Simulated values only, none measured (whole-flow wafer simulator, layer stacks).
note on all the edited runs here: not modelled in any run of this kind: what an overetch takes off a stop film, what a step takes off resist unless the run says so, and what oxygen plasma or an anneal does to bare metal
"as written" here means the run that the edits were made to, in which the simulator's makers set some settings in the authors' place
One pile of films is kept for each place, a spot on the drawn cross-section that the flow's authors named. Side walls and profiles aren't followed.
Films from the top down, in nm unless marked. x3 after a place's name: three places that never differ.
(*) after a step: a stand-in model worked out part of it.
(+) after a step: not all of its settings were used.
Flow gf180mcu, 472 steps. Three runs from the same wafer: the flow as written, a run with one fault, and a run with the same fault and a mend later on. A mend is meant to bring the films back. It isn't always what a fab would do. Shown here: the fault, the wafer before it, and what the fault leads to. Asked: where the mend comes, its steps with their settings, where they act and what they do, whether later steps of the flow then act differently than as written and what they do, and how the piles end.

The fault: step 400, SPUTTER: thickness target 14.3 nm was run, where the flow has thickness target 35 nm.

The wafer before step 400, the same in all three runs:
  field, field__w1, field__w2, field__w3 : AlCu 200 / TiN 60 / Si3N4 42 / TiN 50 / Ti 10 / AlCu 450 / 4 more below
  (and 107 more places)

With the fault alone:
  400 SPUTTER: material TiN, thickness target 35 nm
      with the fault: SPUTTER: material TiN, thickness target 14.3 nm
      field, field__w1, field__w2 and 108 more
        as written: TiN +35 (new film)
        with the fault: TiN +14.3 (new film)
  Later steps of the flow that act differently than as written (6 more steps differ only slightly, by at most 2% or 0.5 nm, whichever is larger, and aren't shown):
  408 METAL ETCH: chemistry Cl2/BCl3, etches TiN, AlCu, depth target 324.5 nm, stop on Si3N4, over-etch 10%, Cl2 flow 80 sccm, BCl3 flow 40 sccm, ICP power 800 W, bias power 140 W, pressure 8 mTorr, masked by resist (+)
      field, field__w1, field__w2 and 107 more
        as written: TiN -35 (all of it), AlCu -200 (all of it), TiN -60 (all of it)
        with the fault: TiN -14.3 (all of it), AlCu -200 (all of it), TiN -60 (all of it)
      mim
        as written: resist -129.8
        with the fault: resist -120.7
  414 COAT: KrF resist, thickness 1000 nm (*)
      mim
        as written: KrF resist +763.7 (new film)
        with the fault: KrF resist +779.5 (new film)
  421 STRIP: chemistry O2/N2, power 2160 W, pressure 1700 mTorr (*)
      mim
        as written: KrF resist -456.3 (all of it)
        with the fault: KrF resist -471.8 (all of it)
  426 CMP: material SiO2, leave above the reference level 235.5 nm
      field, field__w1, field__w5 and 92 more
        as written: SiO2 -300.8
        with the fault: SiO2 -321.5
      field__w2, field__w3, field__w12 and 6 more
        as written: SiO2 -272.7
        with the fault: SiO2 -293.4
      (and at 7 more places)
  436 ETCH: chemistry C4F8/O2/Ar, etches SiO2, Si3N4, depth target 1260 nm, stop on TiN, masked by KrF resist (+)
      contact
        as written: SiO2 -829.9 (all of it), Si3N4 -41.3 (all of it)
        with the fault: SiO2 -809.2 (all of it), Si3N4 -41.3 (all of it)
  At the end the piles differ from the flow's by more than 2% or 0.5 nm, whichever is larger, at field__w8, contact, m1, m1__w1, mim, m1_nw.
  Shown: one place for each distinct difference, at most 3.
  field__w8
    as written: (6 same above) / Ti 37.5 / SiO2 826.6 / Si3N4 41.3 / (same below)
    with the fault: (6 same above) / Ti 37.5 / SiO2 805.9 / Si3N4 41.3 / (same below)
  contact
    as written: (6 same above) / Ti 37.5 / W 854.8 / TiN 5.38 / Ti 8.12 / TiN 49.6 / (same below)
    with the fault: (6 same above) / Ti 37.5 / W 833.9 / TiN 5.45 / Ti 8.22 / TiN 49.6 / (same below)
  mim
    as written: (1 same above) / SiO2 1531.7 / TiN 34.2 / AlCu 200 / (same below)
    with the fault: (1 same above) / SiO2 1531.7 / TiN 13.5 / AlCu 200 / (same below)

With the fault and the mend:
  The mend comes after step 400.
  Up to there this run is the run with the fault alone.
  400a SPUTTER: material TiN, thickness target 20.7 nm (the flow's step 400 once more, with other settings)
      field, field__w1, field__w2 and 108 more
        TiN +20.7
  No later step of the flow acts differently than as written at any place that is followed.
  At the end the piles are the same as the flow's at every place that both follow.
